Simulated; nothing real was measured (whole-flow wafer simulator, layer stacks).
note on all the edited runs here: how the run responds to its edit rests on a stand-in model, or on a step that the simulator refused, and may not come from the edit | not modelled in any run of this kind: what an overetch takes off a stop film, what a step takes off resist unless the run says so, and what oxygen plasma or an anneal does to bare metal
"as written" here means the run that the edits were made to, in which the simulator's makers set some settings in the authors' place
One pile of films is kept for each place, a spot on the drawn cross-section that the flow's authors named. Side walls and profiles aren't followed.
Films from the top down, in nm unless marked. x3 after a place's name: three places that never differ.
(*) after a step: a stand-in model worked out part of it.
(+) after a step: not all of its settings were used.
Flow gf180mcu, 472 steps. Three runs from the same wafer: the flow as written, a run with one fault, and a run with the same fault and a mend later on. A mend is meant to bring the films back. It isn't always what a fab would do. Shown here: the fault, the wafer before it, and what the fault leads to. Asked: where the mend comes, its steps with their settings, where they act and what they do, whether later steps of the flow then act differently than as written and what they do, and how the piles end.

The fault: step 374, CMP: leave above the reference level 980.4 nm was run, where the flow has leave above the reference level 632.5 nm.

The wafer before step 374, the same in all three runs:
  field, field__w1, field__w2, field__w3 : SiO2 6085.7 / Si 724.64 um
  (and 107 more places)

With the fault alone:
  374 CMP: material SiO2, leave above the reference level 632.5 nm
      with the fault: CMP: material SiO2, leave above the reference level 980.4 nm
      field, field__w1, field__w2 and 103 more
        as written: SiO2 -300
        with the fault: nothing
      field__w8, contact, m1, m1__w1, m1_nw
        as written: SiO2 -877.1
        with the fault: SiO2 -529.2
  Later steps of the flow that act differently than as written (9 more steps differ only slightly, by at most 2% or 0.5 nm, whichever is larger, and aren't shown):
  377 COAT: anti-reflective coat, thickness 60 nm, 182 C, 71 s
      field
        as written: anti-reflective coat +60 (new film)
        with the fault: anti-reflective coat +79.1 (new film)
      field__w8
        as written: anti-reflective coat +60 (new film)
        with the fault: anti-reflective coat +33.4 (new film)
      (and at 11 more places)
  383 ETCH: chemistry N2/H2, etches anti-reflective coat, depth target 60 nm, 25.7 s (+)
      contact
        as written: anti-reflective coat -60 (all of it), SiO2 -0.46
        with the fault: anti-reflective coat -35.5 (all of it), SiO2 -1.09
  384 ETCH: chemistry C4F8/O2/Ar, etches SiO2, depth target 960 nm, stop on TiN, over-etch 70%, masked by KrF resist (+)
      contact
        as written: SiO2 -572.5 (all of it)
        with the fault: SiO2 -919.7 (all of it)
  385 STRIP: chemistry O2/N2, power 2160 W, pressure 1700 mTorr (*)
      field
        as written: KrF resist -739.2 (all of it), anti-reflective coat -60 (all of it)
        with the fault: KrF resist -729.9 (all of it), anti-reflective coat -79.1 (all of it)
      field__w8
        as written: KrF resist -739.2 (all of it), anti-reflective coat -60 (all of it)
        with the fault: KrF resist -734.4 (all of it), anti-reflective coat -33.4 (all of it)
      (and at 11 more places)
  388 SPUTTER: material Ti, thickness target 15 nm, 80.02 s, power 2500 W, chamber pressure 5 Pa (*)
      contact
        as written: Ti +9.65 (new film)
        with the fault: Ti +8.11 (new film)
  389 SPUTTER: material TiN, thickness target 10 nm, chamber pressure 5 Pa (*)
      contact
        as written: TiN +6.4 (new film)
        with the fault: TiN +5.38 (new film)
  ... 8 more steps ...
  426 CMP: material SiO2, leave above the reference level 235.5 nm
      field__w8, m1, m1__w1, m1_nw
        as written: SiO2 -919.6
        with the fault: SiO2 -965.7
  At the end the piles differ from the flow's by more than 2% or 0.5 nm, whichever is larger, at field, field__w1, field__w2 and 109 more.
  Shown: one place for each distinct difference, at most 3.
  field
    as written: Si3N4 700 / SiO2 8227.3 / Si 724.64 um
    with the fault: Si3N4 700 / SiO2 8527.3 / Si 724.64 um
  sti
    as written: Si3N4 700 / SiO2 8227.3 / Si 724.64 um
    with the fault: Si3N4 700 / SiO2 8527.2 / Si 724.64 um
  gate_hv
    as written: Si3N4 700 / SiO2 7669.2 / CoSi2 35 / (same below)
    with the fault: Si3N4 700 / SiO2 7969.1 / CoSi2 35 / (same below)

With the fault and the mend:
  The mend comes after step 382.
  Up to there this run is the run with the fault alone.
  382a STRIP: chemistry O2/N2, power 2160 W, pressure 1700 mTorr (*)
      iso_ptap_pw, iso_ntap_nw, iso_nw_fld and 33 more
        KrF resist -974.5 (all of it), anti-reflective coat -60 (all of it)
      field_sub, field_sub__w1, field_sub__w2 and 14 more
        KrF resist -974.9 (all of it), anti-reflective coat -60.1 (all of it)
      field__w6, field__w7, field__w11 and 6 more
        KrF resist -975 (all of it), anti-reflective coat -60.1 (all of it)
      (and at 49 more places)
  382b CMP: material SiO2, leave above the reference level 632.5 nm (the flow's step 374 once more)
      field, field__w1, field__w2 and 103 more
        SiO2 -300
      field__w8, contact, m1, m1__w1, m1_nw
        SiO2 -347.9
  382c HMDS: 120 C, 60 s (the flow's step 376 once more)
      changes no film at any place that is followed
  382d COAT: anti-reflective coat, thickness 60 nm, 182 C, 71 s (the flow's step 377 once more)
      field, field__w1, field__w2 and 108 more
        anti-reflective coat +60 (new film)
  382e COAT: KrF resist, thickness 1000 nm (the flow's step 378 once more)
      field, field__w1, field__w2 and 108 more
        KrF resist +1000 (new film)
  382f SOFTBAKE: KrF resist (the flow's step 379 once more)
      changes no film at any place that is followed
  382g EXPOSE: photomask Via4 (the flow's step 380 once more)
      changes no film at any place that is followed
  382h PEB: KrF resist, 135 C, 90 s (the flow's step 381 once more)
      field, field__w1, field__w2 and 108 more
        KrF resist -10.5
  382i DEVELOP: KrF resist, thickness 1000 nm, 60 s (the flow's step 382 once more)
      field, field__w1, field__w2 and 107 more
        KrF resist -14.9
      contact
        KrF resist -989.5 (all of it)
  No later step of the flow acts differently than as written at any place that is followed.
  At the end the piles are the same as the flow's at every place that both follow.
